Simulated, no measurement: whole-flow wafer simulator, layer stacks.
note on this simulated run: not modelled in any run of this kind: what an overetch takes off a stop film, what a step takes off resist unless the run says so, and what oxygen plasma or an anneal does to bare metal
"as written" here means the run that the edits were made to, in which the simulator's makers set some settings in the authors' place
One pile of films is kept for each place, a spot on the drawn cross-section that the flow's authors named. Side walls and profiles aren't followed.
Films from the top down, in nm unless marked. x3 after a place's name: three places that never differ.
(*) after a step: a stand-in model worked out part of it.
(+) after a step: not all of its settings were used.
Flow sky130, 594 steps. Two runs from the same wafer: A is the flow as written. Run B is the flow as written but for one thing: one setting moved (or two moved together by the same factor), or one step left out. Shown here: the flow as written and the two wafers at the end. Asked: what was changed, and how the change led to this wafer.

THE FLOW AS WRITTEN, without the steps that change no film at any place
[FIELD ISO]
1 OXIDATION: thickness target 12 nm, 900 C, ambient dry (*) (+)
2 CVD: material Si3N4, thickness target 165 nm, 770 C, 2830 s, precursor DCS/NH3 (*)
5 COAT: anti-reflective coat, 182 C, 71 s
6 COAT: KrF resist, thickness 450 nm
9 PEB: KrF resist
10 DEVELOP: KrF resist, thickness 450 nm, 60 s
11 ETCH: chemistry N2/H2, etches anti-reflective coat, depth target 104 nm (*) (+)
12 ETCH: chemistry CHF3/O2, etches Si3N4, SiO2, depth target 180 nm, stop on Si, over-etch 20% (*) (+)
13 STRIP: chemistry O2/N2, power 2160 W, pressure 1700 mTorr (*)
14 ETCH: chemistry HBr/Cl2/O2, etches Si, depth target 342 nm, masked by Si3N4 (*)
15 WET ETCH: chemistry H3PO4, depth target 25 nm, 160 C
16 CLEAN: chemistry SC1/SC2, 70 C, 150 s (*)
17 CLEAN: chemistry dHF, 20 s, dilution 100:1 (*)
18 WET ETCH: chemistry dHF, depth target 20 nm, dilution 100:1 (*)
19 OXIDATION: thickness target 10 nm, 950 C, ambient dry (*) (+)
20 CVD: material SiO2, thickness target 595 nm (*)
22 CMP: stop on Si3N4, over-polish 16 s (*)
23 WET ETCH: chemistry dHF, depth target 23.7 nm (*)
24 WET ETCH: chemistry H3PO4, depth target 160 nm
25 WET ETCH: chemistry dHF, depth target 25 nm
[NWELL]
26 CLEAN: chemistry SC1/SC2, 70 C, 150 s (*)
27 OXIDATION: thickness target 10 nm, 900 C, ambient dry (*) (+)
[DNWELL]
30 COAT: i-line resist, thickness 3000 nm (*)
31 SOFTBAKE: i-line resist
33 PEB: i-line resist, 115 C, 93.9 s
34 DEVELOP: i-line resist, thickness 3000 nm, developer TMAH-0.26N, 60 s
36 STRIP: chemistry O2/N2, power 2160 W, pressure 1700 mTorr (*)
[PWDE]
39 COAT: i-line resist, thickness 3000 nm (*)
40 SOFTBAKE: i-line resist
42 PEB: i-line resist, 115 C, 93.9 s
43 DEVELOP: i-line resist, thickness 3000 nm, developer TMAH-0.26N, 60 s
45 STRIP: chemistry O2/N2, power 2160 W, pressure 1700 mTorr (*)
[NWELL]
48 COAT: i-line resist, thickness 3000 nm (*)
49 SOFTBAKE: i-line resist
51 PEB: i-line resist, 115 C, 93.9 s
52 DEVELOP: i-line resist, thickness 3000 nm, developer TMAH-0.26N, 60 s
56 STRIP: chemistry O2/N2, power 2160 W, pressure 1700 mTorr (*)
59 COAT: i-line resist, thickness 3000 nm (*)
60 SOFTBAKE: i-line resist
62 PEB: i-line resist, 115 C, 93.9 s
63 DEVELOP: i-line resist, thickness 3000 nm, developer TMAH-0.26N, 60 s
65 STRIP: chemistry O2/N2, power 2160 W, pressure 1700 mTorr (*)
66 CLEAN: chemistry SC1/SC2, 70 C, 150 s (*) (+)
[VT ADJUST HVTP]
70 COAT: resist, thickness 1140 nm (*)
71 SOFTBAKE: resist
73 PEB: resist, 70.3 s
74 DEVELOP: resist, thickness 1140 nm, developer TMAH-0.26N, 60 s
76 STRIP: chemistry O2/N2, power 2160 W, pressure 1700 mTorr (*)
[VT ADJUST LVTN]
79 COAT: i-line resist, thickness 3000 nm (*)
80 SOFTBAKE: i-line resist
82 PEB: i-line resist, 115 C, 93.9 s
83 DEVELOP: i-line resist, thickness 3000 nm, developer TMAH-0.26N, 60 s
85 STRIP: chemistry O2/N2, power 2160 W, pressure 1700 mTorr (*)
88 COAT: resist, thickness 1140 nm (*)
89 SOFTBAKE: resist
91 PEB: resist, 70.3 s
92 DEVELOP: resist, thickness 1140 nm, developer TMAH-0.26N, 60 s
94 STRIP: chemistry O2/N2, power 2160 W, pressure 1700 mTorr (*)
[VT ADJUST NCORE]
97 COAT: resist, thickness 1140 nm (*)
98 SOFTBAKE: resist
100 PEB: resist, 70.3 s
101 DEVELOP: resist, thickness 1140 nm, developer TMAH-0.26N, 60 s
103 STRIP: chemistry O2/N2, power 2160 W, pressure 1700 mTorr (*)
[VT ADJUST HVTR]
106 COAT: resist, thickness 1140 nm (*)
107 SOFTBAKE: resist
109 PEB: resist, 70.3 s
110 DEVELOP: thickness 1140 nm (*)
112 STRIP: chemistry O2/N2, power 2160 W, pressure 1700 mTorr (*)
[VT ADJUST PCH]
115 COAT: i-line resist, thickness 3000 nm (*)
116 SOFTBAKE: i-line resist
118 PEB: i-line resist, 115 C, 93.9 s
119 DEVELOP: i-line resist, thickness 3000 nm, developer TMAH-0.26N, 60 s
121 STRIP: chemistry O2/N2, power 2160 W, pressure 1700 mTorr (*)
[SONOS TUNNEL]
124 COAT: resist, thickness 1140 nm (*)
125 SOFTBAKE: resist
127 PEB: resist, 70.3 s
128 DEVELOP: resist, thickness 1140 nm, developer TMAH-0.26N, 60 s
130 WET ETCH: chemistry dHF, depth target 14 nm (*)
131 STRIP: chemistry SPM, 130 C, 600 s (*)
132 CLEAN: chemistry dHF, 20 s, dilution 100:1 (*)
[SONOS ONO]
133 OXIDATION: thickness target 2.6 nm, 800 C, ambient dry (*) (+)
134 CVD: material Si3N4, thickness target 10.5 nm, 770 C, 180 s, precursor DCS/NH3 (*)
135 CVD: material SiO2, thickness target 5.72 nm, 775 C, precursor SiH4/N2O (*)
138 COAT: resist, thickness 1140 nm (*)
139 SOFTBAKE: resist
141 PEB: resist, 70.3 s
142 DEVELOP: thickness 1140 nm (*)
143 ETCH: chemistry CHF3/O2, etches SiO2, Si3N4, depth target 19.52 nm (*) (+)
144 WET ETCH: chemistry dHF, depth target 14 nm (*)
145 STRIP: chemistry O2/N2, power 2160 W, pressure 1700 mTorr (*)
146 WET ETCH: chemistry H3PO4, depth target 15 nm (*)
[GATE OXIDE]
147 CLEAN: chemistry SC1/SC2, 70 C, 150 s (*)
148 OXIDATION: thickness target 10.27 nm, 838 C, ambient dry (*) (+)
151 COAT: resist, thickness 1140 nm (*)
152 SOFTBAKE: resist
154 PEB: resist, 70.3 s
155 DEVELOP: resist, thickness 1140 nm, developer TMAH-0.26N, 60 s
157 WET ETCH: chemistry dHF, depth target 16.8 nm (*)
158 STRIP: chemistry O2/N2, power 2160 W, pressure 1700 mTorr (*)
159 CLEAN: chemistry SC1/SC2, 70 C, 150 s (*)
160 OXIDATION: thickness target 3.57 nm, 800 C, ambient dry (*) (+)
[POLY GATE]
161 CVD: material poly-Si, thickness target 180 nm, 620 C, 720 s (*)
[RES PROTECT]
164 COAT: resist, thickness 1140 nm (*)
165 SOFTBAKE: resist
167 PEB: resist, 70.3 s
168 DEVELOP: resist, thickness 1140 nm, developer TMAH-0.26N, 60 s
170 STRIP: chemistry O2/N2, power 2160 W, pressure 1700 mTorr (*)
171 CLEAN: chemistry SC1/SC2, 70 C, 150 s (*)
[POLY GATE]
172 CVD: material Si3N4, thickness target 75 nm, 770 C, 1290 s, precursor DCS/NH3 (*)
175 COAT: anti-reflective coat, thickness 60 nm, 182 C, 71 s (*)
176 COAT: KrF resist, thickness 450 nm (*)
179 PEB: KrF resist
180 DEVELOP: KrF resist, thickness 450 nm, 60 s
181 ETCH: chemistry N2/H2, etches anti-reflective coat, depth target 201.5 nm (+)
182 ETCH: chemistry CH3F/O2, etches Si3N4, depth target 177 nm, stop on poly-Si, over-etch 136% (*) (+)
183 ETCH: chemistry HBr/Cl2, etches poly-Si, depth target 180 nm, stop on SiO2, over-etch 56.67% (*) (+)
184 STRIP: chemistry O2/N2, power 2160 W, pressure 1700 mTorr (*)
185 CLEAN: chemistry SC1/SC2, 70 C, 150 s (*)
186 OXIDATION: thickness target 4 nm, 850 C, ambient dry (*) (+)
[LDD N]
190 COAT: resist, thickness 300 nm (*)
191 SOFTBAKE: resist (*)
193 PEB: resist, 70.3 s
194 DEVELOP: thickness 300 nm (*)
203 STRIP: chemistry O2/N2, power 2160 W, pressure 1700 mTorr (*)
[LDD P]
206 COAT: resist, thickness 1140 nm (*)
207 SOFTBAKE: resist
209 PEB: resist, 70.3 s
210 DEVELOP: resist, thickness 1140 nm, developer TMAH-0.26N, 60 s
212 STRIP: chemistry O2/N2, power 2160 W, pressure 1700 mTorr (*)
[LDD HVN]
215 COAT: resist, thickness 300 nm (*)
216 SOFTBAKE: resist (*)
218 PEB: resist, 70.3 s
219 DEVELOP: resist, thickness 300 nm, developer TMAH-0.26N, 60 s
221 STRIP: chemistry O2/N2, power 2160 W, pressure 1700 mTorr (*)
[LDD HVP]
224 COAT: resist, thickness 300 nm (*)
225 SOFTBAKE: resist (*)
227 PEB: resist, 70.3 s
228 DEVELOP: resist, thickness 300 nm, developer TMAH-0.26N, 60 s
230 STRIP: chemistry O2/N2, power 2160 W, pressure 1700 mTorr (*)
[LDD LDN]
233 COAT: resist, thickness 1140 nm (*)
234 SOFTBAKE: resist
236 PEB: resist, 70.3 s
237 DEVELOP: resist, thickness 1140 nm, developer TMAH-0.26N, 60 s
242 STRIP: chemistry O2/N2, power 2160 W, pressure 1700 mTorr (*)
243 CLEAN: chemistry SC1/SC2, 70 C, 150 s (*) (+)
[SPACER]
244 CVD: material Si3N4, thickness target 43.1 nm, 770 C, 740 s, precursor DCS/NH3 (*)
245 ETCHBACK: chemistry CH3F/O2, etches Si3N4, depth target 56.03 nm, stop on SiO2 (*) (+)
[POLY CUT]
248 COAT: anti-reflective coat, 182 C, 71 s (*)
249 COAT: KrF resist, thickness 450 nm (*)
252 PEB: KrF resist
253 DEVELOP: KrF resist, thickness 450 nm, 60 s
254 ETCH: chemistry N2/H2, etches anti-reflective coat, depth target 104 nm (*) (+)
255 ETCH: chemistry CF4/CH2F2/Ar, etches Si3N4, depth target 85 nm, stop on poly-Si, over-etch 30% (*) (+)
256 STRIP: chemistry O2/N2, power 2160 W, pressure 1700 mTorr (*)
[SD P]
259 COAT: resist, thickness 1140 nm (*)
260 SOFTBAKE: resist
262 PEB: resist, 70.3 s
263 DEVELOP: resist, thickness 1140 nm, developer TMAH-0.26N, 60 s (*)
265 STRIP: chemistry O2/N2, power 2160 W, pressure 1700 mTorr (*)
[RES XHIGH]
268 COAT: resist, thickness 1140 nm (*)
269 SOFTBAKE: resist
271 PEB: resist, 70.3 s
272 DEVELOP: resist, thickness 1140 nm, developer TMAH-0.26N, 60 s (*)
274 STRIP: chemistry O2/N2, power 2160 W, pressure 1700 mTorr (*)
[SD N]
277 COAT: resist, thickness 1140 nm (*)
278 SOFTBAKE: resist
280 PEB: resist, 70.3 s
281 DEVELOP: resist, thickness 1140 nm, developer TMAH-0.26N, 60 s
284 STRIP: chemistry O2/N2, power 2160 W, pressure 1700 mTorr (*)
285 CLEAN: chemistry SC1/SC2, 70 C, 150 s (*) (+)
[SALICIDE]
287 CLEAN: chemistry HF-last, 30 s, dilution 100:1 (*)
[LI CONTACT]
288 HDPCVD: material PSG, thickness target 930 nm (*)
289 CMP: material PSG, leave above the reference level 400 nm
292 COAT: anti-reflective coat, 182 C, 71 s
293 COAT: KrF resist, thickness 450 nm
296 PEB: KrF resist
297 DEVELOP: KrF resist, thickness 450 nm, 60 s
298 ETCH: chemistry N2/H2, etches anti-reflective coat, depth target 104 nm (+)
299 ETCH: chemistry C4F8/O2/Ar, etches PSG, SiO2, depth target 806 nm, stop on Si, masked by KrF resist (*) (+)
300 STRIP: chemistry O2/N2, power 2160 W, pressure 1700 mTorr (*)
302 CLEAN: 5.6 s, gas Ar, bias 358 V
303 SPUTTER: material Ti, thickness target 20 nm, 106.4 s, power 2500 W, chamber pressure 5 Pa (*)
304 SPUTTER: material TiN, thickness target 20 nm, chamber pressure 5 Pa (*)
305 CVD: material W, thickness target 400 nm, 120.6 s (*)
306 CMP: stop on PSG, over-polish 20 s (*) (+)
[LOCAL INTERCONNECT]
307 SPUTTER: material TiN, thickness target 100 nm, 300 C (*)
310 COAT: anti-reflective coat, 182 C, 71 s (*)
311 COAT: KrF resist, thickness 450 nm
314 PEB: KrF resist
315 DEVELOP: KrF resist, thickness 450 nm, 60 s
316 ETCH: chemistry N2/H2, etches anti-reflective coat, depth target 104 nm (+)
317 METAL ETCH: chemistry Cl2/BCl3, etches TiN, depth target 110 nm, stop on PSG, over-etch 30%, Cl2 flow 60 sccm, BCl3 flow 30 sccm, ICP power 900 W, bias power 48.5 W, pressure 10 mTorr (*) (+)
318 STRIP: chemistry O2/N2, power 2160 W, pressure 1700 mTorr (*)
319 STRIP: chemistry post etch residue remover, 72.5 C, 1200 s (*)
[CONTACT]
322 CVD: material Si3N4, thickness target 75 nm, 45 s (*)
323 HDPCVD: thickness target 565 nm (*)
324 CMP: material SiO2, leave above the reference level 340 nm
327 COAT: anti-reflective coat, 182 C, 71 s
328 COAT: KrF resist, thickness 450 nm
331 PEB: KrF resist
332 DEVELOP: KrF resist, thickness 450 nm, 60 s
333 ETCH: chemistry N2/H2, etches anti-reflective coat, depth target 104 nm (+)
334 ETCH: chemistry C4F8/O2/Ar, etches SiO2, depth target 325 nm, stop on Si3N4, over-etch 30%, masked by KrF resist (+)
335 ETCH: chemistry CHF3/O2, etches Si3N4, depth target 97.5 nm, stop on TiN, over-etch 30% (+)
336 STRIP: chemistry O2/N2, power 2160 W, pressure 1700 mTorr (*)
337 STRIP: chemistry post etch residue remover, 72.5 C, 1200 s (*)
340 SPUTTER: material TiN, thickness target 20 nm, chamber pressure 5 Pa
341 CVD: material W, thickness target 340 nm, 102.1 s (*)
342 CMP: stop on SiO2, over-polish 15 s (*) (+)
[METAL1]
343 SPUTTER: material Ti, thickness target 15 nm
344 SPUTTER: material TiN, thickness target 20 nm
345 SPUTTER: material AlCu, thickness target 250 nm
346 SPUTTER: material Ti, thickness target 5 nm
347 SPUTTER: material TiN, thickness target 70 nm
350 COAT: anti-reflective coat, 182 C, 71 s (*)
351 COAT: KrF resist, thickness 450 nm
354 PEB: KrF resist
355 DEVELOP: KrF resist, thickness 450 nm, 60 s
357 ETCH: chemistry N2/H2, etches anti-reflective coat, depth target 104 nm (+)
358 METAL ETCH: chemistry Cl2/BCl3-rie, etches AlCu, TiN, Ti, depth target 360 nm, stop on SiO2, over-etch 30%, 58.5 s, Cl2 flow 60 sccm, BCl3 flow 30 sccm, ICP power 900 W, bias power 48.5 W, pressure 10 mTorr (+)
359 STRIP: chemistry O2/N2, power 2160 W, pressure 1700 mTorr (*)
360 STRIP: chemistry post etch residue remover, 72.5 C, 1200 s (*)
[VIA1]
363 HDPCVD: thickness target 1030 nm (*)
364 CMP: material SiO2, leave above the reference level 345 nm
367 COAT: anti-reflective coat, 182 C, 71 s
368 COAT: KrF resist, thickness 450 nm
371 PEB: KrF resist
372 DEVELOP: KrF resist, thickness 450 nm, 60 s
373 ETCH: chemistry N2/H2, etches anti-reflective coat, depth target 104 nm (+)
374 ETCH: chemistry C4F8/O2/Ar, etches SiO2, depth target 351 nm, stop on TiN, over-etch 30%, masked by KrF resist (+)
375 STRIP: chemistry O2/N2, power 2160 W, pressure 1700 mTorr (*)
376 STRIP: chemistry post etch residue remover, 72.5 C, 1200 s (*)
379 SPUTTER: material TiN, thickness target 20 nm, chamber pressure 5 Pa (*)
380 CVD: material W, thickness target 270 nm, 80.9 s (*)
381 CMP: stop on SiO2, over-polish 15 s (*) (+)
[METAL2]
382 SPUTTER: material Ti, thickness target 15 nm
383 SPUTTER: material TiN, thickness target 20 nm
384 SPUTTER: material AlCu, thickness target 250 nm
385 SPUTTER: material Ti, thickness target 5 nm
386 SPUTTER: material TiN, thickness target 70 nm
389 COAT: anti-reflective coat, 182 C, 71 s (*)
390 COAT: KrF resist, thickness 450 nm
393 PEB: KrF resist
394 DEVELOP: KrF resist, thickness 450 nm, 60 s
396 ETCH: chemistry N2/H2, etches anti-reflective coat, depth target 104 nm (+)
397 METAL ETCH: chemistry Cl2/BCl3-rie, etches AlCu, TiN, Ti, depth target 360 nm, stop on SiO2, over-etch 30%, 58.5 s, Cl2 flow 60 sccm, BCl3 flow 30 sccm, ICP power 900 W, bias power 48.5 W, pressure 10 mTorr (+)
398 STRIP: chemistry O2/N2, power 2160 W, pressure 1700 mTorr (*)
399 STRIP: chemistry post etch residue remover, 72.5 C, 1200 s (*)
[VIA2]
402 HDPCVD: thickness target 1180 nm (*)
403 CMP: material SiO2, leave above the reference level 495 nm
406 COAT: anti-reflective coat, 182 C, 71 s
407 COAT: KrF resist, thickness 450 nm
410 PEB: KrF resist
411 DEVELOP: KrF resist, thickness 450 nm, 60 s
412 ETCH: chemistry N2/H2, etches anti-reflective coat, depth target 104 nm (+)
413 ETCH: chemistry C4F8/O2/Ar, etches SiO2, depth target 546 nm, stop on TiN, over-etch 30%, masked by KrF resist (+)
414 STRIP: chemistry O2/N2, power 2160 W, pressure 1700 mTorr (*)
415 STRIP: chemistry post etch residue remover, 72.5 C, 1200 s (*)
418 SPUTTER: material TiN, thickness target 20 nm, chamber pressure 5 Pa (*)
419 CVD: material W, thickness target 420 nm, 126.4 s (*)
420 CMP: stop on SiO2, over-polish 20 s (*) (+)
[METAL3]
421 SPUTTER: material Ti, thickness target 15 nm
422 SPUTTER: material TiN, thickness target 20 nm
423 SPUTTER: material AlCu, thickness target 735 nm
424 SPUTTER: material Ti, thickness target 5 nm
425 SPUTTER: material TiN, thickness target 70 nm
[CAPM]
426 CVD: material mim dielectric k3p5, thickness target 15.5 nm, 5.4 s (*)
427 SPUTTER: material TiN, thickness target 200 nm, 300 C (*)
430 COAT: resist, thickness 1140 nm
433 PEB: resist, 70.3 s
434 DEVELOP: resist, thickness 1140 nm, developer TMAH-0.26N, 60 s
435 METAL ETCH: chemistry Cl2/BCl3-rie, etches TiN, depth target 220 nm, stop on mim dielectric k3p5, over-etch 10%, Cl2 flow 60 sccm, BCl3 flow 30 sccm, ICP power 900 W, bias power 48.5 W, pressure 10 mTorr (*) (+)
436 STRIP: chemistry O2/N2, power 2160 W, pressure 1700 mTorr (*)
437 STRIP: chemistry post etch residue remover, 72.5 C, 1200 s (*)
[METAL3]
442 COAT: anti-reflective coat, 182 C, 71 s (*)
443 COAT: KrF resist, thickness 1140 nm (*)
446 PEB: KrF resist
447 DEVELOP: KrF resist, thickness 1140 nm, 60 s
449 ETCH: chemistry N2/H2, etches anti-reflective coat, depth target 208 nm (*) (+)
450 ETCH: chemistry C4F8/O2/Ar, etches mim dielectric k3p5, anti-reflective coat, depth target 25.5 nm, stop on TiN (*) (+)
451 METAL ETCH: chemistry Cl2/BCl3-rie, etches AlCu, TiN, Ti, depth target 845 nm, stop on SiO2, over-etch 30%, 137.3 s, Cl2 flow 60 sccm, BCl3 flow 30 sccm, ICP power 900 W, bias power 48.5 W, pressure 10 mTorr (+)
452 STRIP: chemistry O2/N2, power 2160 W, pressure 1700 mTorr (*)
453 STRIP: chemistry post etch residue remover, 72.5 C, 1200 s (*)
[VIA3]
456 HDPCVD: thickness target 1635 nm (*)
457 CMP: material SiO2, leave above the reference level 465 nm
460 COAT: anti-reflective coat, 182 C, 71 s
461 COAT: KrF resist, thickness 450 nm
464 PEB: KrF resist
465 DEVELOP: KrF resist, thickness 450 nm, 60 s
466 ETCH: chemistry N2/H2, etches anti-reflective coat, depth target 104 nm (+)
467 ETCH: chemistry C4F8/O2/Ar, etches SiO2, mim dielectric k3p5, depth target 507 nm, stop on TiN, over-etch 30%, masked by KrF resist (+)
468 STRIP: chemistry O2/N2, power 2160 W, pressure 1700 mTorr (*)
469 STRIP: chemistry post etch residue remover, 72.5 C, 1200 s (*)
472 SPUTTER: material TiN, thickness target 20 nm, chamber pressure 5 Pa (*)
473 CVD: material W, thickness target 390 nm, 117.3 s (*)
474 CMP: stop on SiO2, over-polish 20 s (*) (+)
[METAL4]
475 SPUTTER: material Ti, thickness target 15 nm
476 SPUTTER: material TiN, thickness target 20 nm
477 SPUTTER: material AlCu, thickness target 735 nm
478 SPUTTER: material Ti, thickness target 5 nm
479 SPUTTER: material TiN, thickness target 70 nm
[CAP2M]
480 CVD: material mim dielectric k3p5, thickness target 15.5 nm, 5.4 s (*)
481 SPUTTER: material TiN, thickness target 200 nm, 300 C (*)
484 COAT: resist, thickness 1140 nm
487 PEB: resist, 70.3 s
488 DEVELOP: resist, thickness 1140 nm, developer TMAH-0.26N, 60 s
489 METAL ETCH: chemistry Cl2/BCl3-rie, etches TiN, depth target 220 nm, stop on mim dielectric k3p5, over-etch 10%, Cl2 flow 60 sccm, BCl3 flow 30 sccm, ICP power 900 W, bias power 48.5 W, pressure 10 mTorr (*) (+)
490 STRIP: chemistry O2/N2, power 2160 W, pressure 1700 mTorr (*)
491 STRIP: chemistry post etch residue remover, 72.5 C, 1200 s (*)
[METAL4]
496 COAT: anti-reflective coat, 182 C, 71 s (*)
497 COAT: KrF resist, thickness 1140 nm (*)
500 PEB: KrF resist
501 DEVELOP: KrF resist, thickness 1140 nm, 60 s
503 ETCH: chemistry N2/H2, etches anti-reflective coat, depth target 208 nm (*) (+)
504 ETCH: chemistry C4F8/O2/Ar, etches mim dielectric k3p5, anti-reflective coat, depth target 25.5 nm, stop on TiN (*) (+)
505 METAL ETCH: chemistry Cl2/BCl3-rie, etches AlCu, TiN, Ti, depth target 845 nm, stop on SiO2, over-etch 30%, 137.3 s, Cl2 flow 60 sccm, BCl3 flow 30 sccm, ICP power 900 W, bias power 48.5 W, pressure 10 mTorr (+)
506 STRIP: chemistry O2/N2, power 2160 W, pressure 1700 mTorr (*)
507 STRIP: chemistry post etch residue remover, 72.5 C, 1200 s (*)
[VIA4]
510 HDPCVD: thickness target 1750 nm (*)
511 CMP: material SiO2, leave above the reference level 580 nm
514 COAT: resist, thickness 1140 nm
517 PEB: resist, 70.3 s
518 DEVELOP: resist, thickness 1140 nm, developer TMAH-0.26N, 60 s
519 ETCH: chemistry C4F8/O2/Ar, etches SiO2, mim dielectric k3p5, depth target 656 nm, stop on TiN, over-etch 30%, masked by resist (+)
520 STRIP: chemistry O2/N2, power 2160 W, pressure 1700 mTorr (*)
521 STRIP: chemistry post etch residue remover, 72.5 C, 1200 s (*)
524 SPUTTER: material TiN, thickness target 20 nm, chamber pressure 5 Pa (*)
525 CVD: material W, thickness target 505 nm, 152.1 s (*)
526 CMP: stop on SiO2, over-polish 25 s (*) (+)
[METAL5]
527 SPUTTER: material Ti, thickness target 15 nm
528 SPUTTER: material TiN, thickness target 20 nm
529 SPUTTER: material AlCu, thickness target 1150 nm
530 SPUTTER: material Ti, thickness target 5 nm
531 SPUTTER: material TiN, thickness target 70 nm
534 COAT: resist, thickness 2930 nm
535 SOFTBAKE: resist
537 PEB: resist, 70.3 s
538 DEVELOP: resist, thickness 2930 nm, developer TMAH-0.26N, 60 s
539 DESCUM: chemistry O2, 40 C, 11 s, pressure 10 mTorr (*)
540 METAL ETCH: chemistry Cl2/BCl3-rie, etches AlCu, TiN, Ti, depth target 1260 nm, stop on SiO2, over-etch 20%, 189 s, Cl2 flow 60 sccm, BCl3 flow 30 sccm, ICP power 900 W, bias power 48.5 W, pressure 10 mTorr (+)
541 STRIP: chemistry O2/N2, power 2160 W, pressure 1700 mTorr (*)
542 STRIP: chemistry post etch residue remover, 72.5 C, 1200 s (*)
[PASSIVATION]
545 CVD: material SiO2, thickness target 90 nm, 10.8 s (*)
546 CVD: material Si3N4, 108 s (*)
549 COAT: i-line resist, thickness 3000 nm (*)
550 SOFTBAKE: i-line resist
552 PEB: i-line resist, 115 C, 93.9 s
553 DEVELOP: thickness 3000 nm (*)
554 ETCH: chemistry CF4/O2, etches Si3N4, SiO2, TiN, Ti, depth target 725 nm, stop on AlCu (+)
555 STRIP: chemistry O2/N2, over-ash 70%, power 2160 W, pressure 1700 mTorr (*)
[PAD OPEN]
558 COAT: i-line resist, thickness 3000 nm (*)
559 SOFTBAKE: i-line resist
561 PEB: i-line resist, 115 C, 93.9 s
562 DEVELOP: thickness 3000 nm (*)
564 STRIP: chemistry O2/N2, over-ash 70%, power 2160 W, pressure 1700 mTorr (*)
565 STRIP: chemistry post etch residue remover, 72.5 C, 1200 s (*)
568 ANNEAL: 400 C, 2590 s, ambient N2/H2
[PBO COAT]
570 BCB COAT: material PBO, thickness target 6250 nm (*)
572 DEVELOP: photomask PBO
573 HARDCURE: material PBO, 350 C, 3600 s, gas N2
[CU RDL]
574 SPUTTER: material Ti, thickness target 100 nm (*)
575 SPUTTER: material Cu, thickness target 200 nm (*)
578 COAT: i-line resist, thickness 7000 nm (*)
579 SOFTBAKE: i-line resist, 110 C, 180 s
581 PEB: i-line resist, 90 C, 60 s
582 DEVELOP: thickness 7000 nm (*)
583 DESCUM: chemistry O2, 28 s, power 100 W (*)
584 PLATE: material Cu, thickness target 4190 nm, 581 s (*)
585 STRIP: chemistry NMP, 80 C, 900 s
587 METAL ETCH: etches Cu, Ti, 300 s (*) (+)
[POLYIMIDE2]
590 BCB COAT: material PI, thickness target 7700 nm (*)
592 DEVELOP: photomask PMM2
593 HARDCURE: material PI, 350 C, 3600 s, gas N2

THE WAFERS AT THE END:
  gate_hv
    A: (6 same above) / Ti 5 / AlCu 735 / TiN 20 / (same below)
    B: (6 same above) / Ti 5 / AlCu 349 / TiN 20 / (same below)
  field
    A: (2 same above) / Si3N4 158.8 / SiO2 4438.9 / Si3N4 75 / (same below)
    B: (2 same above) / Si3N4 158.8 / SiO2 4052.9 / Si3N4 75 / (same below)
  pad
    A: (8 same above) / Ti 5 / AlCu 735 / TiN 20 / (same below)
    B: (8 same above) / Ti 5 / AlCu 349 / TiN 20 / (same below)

The cause: step 477, SPUTTER: thickness target 349 nm was run, where the flow has thickness target 735 nm.
It can be read off the wafer: gate_hv has AlCu 349, and step 477 as written asks for 735 nm.

How the change led to this, step by step:
  477 SPUTTER: material AlCu, thickness target 735 nm
      field, active, n_well and 189 more: A AlCu +735 (new film) | B AlCu +349 (new film)
  505 METAL ETCH: chemistry Cl2/BCl3-rie, etches AlCu, TiN, Ti, depth target 845 nm, stop on SiO2, over-etch 30%, 137.3 s, Cl2 flow 60 sccm, BCl3 flow 30 sccm, ICP power 900 W, bias power 48.5 W, pressure 10 mTorr (+)
      field, gate, spacer and 61 more: A TiN -70 (all of it), Ti -5 (all of it), AlCu -735 (all of it), TiN -20 (all of it), Ti -15 (all of it), SiO2 -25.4 | B TiN -70 (all of it), Ti -5 (all of it), AlCu -349 (all of it), TiN -20 (all of it), Ti -15 (all of it), SiO2 -63.9
      vpp_iso1, m1_ln, poly_licon and 8 more: A TiN -70 (all of it), Ti -5 (all of it), AlCu -735 (all of it), TiN -20 (all of it), Ti -15 (all of it), SiO2 -25.3 | B TiN -70 (all of it), Ti -5 (all of it), AlCu -349 (all of it), TiN -20 (all of it), Ti -15 (all of it), SiO2 -63.9
      (and at 13 more places)
  511 CMP: material SiO2, leave above the reference level 580 nm
      field, active, gate and 67 more: A SiO2 -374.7 | B SiO2 -722.1
      vpp_ln, vpp_iso2, mim_edge_plate and 7 more: A SiO2 -374.7 | B SiO2 -722
      (and at 8 more places)
